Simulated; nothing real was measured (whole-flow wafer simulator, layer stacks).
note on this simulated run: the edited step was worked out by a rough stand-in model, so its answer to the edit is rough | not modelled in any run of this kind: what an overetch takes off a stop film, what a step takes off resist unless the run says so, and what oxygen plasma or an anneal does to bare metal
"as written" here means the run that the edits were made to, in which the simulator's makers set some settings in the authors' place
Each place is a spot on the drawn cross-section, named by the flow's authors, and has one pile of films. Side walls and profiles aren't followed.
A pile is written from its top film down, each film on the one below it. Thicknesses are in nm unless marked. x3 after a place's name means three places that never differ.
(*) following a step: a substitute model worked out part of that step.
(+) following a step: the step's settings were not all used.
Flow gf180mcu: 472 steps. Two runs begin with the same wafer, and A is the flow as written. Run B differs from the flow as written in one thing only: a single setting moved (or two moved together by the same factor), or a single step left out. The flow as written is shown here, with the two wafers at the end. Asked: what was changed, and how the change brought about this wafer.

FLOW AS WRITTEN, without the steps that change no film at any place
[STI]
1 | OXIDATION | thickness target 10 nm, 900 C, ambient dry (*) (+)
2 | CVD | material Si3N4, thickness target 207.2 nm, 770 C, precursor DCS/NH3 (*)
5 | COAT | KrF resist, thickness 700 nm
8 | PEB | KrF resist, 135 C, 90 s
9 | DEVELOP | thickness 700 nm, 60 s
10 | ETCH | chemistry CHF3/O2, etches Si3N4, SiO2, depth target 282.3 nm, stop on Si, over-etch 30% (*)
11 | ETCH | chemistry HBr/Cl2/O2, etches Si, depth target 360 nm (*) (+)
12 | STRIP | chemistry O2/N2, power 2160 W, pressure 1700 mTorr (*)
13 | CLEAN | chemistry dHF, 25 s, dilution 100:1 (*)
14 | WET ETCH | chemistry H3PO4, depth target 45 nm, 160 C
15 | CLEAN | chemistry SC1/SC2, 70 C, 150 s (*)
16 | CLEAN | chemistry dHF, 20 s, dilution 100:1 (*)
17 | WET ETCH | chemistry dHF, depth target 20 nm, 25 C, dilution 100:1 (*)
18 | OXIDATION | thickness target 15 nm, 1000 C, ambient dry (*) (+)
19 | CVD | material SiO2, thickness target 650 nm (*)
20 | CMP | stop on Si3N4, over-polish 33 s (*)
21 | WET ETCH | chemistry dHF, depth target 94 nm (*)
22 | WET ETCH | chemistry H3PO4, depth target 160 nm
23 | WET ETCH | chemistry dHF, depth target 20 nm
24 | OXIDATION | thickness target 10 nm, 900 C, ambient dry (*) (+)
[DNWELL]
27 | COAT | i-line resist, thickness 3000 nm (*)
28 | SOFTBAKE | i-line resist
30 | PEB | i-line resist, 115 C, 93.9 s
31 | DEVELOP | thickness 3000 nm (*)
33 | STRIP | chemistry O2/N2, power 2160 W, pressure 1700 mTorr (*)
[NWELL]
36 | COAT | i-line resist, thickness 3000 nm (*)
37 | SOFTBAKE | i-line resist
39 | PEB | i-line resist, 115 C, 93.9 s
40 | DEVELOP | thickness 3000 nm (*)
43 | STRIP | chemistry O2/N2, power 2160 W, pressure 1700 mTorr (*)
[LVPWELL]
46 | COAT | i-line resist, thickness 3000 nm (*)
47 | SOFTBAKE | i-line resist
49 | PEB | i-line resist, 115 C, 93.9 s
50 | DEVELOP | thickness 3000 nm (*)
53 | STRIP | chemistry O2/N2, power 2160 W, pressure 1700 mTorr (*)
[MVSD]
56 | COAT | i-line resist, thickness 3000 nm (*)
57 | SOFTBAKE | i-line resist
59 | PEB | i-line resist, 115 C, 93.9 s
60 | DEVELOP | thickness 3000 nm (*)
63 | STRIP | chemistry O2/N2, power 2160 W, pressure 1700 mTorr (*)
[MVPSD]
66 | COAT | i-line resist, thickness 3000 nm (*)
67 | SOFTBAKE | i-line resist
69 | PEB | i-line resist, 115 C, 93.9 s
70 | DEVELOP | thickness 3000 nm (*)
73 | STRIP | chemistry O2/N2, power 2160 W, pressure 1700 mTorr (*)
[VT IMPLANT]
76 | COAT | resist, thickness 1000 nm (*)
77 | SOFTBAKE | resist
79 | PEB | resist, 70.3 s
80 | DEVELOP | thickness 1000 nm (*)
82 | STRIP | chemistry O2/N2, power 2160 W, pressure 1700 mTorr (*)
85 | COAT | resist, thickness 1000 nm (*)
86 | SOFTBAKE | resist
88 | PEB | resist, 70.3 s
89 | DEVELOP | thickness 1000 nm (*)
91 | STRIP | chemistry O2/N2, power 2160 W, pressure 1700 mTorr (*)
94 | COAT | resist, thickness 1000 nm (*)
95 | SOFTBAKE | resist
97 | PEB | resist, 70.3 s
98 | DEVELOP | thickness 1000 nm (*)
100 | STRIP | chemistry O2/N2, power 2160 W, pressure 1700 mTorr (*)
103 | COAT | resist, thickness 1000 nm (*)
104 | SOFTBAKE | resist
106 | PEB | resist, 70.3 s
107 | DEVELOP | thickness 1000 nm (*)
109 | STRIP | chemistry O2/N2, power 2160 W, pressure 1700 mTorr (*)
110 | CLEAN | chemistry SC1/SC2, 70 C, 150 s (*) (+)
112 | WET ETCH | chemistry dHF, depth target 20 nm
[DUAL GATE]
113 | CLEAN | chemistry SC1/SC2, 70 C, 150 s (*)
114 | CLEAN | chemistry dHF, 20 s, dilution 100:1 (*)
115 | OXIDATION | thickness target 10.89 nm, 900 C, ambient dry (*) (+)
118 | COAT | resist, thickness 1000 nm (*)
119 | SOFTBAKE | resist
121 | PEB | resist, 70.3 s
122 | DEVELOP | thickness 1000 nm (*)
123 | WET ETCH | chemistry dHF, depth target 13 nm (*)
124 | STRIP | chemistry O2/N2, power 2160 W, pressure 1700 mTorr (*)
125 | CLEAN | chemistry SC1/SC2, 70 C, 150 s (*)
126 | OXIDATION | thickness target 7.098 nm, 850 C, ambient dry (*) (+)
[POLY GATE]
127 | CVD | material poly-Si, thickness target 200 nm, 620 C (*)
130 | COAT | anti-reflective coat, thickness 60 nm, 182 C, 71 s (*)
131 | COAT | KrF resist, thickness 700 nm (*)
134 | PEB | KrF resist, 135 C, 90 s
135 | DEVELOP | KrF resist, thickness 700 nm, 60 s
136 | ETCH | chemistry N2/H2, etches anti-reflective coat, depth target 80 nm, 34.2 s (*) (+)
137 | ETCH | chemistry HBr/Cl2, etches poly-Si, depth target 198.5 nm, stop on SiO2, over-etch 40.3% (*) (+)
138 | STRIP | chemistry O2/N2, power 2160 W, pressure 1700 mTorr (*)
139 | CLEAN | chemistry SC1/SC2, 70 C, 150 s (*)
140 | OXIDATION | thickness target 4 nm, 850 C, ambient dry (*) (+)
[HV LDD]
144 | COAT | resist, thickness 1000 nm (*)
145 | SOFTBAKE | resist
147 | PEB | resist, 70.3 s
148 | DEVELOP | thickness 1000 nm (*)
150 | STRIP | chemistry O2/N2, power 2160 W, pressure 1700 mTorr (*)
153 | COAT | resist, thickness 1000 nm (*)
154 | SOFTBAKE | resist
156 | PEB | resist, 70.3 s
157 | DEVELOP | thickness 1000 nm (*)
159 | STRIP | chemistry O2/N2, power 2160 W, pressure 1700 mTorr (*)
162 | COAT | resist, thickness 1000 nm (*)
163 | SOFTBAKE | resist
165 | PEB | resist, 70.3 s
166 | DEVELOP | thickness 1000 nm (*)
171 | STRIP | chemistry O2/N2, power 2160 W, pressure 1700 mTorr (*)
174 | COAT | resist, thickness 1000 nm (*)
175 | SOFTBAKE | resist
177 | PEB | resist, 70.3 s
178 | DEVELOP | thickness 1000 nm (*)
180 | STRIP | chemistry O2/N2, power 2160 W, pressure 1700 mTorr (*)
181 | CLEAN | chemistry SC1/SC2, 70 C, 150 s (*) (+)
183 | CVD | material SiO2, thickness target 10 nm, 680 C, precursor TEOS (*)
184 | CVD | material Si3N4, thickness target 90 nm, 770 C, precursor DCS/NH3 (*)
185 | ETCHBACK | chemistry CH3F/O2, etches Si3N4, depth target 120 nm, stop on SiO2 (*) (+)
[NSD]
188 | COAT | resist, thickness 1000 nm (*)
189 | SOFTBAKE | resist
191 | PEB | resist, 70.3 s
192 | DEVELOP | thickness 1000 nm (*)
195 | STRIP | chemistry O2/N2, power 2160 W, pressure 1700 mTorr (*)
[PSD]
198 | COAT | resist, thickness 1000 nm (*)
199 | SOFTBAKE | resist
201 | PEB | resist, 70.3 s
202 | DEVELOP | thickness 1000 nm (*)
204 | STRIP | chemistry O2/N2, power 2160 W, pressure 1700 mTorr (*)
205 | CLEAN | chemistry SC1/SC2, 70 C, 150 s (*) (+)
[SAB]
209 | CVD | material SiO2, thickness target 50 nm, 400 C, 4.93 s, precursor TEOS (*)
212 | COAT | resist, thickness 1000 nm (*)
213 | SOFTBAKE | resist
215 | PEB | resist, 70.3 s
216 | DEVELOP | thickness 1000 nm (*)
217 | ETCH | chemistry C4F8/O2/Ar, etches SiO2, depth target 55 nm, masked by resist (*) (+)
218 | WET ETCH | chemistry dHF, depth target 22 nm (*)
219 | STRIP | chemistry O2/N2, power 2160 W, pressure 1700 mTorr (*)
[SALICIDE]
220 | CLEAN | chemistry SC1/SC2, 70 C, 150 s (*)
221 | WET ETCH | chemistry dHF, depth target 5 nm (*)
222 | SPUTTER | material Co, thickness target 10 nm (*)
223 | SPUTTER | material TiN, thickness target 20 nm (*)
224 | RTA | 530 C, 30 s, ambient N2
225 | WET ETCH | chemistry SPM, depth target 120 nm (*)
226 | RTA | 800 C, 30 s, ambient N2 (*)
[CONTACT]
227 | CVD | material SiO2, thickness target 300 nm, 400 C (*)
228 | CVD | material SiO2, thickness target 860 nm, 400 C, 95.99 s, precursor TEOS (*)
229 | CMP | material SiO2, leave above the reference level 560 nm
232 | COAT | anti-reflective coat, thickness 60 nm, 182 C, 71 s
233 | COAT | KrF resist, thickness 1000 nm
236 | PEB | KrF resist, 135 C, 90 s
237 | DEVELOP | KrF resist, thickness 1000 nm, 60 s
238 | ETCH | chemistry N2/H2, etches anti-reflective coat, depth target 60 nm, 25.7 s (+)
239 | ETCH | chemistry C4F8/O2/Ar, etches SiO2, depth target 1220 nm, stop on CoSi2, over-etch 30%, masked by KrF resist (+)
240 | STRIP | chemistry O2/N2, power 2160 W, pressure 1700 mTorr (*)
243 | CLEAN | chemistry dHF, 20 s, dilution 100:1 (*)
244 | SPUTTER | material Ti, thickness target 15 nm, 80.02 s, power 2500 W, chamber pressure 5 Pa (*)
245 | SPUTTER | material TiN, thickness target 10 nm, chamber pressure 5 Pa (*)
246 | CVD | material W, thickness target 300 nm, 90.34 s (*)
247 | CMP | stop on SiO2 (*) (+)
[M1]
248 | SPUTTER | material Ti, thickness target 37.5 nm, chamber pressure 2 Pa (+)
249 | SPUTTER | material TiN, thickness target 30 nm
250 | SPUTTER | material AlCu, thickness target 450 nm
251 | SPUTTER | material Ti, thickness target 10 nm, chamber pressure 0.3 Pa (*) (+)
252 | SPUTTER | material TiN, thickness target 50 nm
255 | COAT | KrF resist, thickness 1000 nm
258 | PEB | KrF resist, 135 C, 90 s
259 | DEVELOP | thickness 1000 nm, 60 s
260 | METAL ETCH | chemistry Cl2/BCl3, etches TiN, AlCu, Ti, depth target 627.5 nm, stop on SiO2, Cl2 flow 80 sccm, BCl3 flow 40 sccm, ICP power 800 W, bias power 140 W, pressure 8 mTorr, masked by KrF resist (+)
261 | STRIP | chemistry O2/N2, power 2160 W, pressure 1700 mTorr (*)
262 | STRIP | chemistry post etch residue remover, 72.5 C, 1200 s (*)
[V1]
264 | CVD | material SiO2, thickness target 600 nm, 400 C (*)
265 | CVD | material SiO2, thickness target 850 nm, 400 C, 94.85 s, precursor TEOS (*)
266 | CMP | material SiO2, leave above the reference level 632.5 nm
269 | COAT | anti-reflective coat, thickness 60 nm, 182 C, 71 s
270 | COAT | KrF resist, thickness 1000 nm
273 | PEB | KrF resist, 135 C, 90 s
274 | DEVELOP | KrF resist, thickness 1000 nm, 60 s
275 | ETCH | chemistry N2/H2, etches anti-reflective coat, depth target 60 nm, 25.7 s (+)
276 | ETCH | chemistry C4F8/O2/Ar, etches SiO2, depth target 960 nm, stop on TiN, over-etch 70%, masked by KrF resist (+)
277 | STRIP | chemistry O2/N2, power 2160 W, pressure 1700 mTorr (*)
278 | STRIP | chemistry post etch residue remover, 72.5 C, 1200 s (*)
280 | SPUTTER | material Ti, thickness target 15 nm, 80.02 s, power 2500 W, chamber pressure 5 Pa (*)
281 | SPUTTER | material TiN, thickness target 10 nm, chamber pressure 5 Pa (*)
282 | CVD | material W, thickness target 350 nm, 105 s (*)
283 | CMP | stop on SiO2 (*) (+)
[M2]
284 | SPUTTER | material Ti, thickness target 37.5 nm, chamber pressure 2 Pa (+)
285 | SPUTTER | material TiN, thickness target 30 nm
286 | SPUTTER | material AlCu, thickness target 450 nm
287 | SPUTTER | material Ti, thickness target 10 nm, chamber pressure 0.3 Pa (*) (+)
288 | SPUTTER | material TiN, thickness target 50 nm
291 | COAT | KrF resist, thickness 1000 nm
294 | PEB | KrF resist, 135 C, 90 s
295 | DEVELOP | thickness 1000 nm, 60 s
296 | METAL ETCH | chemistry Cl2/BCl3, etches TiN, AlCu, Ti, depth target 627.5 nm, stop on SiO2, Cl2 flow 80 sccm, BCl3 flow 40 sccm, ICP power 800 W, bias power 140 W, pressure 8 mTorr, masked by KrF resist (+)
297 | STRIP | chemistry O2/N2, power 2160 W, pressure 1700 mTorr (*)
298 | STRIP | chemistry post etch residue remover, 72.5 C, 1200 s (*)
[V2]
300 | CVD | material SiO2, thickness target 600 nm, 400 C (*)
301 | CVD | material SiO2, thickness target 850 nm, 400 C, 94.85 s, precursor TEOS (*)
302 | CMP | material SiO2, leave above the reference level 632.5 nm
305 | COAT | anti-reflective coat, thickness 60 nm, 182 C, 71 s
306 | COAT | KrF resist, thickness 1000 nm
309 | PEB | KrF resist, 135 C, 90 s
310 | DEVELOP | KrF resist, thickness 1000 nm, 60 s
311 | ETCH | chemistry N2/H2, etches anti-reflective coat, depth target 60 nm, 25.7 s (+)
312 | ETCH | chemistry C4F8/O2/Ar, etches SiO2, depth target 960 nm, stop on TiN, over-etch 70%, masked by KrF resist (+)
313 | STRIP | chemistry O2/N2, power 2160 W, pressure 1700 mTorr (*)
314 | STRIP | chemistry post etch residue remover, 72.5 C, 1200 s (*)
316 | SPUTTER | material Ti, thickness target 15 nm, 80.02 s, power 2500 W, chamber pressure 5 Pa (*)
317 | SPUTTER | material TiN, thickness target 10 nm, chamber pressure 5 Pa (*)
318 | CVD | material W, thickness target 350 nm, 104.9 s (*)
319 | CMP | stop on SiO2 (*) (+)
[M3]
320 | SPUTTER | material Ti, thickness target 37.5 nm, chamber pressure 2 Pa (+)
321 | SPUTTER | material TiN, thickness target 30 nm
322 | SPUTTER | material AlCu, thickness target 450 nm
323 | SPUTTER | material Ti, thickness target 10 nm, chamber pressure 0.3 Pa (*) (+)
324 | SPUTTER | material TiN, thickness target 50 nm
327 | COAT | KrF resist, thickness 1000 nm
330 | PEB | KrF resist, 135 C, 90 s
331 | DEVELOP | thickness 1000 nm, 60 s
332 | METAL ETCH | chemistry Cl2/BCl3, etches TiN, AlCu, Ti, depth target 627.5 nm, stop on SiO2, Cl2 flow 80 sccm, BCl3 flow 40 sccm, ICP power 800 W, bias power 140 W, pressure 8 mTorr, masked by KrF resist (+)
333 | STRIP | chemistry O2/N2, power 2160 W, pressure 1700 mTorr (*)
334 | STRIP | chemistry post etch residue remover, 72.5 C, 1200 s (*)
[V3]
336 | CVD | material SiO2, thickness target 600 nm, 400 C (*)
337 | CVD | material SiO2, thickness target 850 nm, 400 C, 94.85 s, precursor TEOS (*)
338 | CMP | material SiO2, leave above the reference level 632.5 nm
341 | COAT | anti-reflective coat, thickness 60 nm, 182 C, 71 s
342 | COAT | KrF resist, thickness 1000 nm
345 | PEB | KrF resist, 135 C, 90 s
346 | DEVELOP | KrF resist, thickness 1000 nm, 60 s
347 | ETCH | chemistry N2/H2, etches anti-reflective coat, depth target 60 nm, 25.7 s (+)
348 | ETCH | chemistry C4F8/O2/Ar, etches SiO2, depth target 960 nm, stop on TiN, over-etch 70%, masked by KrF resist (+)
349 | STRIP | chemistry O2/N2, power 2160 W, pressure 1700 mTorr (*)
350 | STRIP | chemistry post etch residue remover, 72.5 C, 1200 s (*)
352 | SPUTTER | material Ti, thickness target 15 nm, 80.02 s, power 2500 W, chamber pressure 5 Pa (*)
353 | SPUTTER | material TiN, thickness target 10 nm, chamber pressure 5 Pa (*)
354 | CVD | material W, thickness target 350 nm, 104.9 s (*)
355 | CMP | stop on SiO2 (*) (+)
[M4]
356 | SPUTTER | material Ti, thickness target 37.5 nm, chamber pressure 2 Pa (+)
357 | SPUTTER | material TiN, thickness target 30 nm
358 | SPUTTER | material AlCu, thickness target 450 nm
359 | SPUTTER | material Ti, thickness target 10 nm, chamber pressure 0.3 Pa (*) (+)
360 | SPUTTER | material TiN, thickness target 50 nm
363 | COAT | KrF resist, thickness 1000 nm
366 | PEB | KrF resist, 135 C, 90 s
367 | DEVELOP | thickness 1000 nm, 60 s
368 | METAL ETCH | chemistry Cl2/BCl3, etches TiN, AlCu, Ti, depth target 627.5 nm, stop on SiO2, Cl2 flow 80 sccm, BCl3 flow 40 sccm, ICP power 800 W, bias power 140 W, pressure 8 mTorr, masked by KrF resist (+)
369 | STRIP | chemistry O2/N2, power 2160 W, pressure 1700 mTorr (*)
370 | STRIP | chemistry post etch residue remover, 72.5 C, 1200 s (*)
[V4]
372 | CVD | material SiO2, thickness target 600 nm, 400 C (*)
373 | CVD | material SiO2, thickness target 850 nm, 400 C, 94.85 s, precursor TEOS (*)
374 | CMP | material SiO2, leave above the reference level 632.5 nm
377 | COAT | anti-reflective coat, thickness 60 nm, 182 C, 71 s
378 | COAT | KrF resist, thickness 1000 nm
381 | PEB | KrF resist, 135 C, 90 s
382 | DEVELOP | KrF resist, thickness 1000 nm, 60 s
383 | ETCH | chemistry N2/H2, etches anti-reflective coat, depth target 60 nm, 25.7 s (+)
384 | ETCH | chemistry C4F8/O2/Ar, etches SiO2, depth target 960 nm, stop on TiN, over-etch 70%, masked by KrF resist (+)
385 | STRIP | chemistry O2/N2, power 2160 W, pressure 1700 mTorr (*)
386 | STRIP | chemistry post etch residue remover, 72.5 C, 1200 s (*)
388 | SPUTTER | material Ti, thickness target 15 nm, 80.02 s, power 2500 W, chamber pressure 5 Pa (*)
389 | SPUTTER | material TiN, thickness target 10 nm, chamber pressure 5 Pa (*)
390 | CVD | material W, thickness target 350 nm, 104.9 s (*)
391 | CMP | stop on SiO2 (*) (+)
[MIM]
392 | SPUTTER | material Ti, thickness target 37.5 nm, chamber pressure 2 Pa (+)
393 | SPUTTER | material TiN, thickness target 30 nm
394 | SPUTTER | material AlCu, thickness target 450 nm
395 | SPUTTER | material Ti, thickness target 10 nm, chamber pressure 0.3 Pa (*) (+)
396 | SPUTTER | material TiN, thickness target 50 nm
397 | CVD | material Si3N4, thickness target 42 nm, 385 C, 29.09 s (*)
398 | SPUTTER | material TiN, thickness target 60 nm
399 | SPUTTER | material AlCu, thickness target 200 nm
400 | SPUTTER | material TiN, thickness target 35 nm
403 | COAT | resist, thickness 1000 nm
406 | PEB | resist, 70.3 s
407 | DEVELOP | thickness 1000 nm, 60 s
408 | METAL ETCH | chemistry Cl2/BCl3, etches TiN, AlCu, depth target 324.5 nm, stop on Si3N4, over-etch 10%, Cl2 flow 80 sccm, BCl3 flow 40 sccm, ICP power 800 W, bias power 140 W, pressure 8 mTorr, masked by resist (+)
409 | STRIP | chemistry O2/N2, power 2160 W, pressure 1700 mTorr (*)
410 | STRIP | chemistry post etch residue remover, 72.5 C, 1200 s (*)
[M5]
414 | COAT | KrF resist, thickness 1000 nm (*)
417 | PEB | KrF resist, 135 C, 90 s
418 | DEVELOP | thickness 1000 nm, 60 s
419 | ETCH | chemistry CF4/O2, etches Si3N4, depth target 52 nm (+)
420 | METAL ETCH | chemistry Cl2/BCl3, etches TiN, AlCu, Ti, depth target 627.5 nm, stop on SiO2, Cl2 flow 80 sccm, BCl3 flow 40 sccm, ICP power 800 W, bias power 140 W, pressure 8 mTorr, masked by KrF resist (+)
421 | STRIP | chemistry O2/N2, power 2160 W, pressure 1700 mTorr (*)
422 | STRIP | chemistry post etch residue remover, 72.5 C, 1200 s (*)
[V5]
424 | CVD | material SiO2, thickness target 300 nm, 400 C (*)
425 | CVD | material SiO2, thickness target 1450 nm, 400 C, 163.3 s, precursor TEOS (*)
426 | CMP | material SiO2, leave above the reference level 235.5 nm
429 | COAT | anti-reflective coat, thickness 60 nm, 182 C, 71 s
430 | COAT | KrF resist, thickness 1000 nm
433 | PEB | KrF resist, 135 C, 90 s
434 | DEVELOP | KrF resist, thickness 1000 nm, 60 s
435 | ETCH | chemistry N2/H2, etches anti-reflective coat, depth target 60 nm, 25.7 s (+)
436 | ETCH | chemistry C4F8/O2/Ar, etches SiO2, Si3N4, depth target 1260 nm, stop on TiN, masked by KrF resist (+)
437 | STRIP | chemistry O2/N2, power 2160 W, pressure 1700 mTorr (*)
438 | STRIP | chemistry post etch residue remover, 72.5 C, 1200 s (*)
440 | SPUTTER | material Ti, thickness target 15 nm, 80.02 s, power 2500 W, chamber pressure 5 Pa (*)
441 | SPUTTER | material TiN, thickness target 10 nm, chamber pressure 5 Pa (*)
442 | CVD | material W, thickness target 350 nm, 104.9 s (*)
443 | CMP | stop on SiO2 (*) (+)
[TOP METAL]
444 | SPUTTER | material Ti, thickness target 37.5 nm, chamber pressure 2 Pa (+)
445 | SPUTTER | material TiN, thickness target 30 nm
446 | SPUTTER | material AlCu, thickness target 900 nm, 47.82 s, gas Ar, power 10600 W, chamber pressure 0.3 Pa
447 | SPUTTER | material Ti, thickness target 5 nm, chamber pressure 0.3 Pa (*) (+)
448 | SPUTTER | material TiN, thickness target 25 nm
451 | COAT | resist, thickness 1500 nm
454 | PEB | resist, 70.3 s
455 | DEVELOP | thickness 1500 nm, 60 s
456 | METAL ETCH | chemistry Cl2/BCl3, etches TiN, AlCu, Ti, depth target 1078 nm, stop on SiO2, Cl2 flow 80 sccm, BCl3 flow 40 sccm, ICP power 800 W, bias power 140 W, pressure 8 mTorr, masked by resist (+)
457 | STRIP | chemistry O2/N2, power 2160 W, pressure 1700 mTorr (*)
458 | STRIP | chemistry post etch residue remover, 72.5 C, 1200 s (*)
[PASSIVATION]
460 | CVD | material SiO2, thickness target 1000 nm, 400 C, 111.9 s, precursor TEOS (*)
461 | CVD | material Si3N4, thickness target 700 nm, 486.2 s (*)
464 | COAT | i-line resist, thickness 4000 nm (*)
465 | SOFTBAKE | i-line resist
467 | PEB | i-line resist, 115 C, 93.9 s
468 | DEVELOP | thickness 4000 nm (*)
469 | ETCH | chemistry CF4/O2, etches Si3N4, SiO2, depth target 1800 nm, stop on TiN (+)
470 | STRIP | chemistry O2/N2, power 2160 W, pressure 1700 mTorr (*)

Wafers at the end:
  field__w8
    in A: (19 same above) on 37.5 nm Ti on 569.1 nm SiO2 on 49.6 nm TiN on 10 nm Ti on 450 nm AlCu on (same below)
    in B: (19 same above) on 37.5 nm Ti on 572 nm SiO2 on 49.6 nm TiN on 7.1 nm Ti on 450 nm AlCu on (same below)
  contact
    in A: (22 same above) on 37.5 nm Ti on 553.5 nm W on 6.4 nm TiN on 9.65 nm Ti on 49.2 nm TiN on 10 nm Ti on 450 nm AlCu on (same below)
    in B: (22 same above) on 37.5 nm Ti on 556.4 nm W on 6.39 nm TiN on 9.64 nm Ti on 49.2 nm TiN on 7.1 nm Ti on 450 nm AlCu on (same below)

The reason: step 323, SPUTTER: thickness target 7.1 nm was run, though the flow has thickness target 10 nm.
One can read it off the wafer: field__w8 has Ti 7.1, and step 323 as written asks for 10 nm.

Step by step, how the change led to this:
  323 | SPUTTER | material Ti, thickness target 10 nm, chamber pressure 0.3 Pa (*) (+)
      field, field__w1, field__w2 and 108 more: A Ti gains 10 (new film) | B Ti gains 7.1 (new film)
  332 | METAL ETCH | chemistry Cl2/BCl3, etches TiN, AlCu, Ti, depth target 627.5 nm, stop on SiO2, Cl2 flow 80 sccm, BCl3 flow 40 sccm, ICP power 800 W, bias power 140 W, pressure 8 mTorr, masked by KrF resist (+)
      field, field__w1, field__w2 and 103 more: A TiN loses 50 (all of it), Ti loses 10 (all of it), AlCu loses 450 (all of it), TiN loses 30 (all of it), Ti loses 37.5 (all of it) | B TiN loses 50 (all of it), Ti loses 7.1 (all of it), AlCu loses 450 (all of it), TiN loses 30 (all of it), Ti loses 37.5 (all of it)
